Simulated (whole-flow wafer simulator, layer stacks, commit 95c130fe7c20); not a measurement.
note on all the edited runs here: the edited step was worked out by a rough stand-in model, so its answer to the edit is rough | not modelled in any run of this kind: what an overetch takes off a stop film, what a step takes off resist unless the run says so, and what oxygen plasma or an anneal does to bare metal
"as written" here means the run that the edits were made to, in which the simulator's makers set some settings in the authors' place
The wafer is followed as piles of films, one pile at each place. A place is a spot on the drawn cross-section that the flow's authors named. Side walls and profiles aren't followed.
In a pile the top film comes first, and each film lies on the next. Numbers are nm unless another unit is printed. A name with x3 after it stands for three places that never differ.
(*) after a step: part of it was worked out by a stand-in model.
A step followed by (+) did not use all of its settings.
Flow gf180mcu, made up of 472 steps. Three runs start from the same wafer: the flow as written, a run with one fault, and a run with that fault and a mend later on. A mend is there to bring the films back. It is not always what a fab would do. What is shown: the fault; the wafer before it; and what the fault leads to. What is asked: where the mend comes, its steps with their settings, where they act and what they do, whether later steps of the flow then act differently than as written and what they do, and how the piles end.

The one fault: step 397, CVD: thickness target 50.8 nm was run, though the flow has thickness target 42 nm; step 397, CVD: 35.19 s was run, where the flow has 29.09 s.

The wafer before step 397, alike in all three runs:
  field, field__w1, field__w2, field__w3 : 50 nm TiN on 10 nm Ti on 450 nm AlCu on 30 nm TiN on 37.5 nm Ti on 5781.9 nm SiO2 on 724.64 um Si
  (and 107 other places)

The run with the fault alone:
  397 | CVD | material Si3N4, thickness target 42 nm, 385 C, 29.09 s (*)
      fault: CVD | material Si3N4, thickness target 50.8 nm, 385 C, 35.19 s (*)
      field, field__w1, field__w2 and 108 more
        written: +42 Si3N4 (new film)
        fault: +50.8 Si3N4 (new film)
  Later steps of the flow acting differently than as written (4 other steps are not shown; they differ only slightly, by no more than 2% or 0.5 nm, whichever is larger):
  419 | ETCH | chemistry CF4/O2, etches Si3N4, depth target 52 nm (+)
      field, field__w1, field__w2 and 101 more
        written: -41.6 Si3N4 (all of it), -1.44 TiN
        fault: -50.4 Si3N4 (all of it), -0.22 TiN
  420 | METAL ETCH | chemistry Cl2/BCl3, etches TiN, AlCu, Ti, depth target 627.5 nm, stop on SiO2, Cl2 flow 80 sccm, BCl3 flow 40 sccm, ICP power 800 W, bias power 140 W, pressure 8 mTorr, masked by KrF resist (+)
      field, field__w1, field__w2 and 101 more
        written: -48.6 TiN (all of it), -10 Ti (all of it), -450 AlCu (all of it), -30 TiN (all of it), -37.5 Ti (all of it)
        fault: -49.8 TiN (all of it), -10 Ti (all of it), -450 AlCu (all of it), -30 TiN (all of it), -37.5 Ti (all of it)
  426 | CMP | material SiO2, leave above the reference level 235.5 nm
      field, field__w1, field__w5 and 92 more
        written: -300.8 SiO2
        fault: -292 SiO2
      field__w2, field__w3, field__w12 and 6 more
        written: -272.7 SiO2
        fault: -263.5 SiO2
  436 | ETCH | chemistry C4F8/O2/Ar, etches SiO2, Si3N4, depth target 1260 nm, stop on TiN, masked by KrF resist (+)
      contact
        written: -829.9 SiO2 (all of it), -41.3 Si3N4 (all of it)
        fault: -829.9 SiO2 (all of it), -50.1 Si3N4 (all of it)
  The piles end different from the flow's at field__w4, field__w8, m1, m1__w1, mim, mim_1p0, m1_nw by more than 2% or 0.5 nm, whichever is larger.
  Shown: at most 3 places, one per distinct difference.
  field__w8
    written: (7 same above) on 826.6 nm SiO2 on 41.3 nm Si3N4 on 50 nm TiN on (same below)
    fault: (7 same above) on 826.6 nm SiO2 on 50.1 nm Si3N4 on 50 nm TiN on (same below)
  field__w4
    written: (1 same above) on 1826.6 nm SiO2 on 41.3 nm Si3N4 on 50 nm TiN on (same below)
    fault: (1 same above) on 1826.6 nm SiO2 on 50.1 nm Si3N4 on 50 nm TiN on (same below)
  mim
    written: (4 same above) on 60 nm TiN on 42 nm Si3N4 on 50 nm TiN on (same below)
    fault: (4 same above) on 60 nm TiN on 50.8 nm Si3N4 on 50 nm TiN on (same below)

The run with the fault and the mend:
  The mend follows step 397.
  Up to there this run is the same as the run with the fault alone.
  397a | WET ETCH | chemistry H3PO4, depth target 8.8 nm, 160 C (a further turn of the flow's step 14, with different settings)
      field, field__w1, field__w2 and 108 more
        -8.8 Si3N4
  Later steps of the flow that are run all act as written at every place that is followed.
  At every place that both follow, the piles at the end match the flow's.
